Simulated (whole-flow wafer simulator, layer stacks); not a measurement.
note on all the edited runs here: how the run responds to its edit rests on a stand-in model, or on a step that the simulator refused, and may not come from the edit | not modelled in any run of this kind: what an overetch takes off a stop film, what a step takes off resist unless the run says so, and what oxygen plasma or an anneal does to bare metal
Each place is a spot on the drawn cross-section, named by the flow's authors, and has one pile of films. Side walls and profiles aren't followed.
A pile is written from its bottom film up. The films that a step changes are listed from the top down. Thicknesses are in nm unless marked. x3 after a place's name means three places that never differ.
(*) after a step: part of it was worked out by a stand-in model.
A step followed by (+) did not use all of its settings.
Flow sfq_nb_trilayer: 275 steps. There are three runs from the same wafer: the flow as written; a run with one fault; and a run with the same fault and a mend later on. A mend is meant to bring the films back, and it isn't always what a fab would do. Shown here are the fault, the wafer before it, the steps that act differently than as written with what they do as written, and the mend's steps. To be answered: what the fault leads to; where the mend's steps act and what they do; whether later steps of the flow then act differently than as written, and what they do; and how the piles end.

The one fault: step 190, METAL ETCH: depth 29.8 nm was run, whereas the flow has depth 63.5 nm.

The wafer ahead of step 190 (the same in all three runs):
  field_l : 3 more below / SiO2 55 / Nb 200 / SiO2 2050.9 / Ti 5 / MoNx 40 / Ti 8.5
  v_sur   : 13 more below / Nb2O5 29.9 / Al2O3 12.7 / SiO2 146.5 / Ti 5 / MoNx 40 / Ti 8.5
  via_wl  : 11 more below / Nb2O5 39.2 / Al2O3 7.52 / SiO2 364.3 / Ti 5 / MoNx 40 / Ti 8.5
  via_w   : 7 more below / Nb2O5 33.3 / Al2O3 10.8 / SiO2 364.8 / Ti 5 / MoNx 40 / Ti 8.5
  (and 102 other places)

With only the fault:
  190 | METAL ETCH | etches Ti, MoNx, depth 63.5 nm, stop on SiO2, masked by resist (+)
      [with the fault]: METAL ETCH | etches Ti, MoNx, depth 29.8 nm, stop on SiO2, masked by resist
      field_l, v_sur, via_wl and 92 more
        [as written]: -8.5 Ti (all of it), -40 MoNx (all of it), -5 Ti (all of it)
        [with the fault]: -8.5 Ti (all of it), -21.3 MoNx
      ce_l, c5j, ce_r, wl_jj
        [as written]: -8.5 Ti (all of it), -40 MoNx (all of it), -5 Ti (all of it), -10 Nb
        [with the fault]: -8.5 Ti (all of it), -21.3 MoNx
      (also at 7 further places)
  Steps further on in the flow that do not act as written (not shown: 8 more steps that differ only slightly, by at most 2% or 0.5 nm, whichever is larger):
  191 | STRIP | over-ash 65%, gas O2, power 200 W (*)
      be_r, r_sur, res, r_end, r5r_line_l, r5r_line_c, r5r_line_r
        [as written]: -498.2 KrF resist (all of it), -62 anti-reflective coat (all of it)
        [with the fault]: -511.6 KrF resist (all of it), -62 anti-reflective coat (all of it)
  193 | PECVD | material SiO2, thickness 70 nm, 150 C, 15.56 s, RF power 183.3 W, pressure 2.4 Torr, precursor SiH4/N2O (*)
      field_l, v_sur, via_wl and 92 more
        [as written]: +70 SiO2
        [with the fault]: +70 SiO2 (new film)
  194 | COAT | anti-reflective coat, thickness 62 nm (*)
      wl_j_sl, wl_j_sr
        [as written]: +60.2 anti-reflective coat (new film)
        [with the fault]: +62 anti-reflective coat (new film)
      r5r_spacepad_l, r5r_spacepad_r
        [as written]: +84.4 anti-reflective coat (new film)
        [with the fault]: +74.2 anti-reflective coat (new film)
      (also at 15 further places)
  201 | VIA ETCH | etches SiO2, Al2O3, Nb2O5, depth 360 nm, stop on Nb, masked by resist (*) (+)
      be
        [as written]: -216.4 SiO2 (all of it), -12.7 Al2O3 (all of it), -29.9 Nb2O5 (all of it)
        [with the fault]: -69.8 SiO2 (all of it), -18.7 MoNx (all of it), -5 Ti (all of it), -146.5 SiO2 (all of it), -12.7 Al2O3 (all of it), -29.9 Nb2O5 (all of it)
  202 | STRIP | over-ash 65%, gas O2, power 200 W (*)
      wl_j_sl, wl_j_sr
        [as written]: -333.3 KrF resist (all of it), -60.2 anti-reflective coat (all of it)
        [with the fault]: -333.2 KrF resist (all of it), -62 anti-reflective coat (all of it)
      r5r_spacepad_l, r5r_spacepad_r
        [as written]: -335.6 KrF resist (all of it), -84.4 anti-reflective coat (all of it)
        [with the fault]: -334.6 KrF resist (all of it), -74.2 anti-reflective coat (all of it)
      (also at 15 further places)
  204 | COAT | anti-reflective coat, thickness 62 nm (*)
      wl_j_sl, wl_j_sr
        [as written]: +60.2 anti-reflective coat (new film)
        [with the fault]: +62 anti-reflective coat (new film)
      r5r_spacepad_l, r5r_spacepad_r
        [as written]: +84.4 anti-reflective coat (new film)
        [with the fault]: +74.2 anti-reflective coat (new film)
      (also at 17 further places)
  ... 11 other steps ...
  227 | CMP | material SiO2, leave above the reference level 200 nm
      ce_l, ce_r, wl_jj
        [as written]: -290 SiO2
        [with the fault]: -300 SiO2
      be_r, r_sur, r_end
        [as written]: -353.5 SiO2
        [with the fault]: -329.8 SiO2
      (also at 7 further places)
  The piles end different from the flow's at field_l, v_sur, via_wl and 103 more by more than 2% or 0.5 nm, whichever is larger.
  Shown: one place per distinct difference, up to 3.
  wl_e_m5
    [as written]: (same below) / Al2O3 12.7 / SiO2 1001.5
    [with the fault]: (same below) / Al2O3 12.7 / SiO2 146.5 / Ti 5 / MoNx 18.7 / SiO2 855
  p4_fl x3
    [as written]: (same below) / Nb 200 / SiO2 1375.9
    [with the fault]: (same below) / Nb 200 / SiO2 520.9 / Ti 5 / MoNx 18.7 / SiO2 855
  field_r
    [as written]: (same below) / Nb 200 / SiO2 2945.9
    [with the fault]: (same below) / Nb 200 / SiO2 2090.9 / Ti 5 / MoNx 18.7 / SiO2 855

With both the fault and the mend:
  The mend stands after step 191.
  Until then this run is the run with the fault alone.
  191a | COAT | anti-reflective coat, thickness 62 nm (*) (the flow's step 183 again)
      p4_fl x3, p4_w1 x9, p4_g1 x2 and 57 more
        +62 anti-reflective coat (new film)
      via_sp, via_v, wire and 6 more
        +62.2 anti-reflective coat (new film)
      field_l, v_sur, via_wl, via_w, via_wr
        +62.1 anti-reflective coat (new film)
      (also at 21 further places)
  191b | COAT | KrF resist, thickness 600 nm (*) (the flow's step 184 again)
      p4_fl x3, p4_w1 x9, p4_g1 x2 and 57 more
        +600 KrF resist (new film)
      via_wl, via_w, via_wr, via_sp, l0v
        +600.4 KrF resist (new film)
      via_v, lsp_r, l0_sur
        +600.5 KrF resist (new film)
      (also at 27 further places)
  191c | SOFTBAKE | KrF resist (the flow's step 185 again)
      alters no film at any place that is followed
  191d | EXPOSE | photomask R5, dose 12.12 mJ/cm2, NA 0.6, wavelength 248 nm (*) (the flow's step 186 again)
      alters no film at any place that is followed
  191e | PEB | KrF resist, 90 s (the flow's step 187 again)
      field_l, v_sur, via_wl and 80 more
        -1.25 KrF resist
      be, be_sur, gap and 12 more
        -1.26 KrF resist
      be_r, r_sur, res, r_end
        -1.23 KrF resist
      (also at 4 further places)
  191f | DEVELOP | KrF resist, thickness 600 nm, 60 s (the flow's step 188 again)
      p4_fl x3, p4_w1 x9, p4_g1 x2 and 57 more
        -598.7 KrF resist (all of it)
      be_r, r_sur, res, r_end, r5r_line_l, r5r_line_c, r5r_line_r
        -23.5 KrF resist
      field_l, v_sur, via_wl, via_w, via_wr
        -599.1 KrF resist (all of it)
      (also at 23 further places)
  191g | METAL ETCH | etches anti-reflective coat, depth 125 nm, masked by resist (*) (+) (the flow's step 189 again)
      p4_fl x3, p4_w1 x9, p4_g1 x2 and 57 more
        -62 anti-reflective coat (all of it)
      via_sp, via_v, wire and 6 more
        -62.2 anti-reflective coat (all of it)
      be_r, r_sur, res, r_end, r5r_line_l, r5r_line_c, r5r_line_r
        -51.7 KrF resist
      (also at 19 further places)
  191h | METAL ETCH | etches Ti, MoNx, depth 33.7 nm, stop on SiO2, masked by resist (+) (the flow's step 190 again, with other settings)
      field_l, v_sur, via_wl and 92 more
        -18.7 MoNx (all of it), -5 Ti (all of it)
      be_r, r_sur, res, r_end, r5r_line_l, r5r_line_c, r5r_line_r
        -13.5 KrF resist
      ce_l, c5j, ce_r, wl_jj
        -18.7 MoNx (all of it), -5 Ti (all of it), -10 Nb
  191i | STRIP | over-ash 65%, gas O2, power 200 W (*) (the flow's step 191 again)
      r5r_line_l, r5r_line_c, r5r_line_r
        -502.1 KrF resist (all of it), -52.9 anti-reflective coat (all of it)
      be_r
        -497.9 KrF resist (all of it), -56.8 anti-reflective coat (all of it)
      r_sur
        -497.7 KrF resist (all of it), -59.3 anti-reflective coat (all of it)
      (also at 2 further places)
  Every later step of the flow that is run acts as written at every place that is followed.
  The piles end the same as the flow's at every place that both follow.
